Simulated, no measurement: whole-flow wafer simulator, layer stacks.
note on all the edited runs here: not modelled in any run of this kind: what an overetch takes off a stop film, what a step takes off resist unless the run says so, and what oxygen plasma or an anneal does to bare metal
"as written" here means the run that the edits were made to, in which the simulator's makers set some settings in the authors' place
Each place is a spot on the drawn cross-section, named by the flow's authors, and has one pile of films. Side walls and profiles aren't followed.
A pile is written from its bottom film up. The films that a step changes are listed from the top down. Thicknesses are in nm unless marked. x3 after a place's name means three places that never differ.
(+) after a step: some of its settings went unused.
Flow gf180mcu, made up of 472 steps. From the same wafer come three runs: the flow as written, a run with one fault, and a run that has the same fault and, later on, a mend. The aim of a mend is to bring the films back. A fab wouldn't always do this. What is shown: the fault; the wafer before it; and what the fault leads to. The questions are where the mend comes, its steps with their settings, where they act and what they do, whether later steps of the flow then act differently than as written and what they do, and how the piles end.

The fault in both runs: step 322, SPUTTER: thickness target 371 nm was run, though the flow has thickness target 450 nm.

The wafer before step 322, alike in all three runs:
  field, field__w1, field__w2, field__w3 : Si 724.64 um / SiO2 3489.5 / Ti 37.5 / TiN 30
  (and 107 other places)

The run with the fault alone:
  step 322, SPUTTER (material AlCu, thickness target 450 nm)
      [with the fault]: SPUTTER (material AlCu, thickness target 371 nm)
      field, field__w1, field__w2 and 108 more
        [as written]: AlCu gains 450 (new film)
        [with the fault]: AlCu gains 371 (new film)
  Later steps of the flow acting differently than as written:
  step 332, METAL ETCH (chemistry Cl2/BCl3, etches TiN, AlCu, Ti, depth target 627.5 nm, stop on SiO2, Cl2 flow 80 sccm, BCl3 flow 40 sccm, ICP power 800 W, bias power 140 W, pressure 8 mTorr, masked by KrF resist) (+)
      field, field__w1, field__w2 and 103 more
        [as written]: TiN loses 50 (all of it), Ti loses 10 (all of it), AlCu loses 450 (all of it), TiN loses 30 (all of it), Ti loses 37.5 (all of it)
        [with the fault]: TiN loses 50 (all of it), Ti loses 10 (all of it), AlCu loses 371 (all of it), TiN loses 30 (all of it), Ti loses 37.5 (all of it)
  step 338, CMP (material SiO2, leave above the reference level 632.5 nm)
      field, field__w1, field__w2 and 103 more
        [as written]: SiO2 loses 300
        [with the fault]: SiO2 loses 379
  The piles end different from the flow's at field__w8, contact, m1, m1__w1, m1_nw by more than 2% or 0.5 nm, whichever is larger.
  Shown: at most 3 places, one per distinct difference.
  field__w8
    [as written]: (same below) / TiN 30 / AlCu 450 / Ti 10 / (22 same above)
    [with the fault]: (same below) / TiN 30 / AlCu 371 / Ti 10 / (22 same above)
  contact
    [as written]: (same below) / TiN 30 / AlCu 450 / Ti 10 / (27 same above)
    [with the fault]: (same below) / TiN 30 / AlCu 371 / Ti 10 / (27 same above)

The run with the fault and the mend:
  The mend stands after step 322.
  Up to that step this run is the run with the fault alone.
  step 322a, SPUTTER (material AlCu, thickness target 79 nm) (a further turn of the flow's step 322, with different settings)
      field, field__w1, field__w2 and 108 more
        AlCu gains 79
  None of the later steps of the flow acts differently than as written at any place that is followed.
  At every place that both follow, the piles at the end match the flow's.
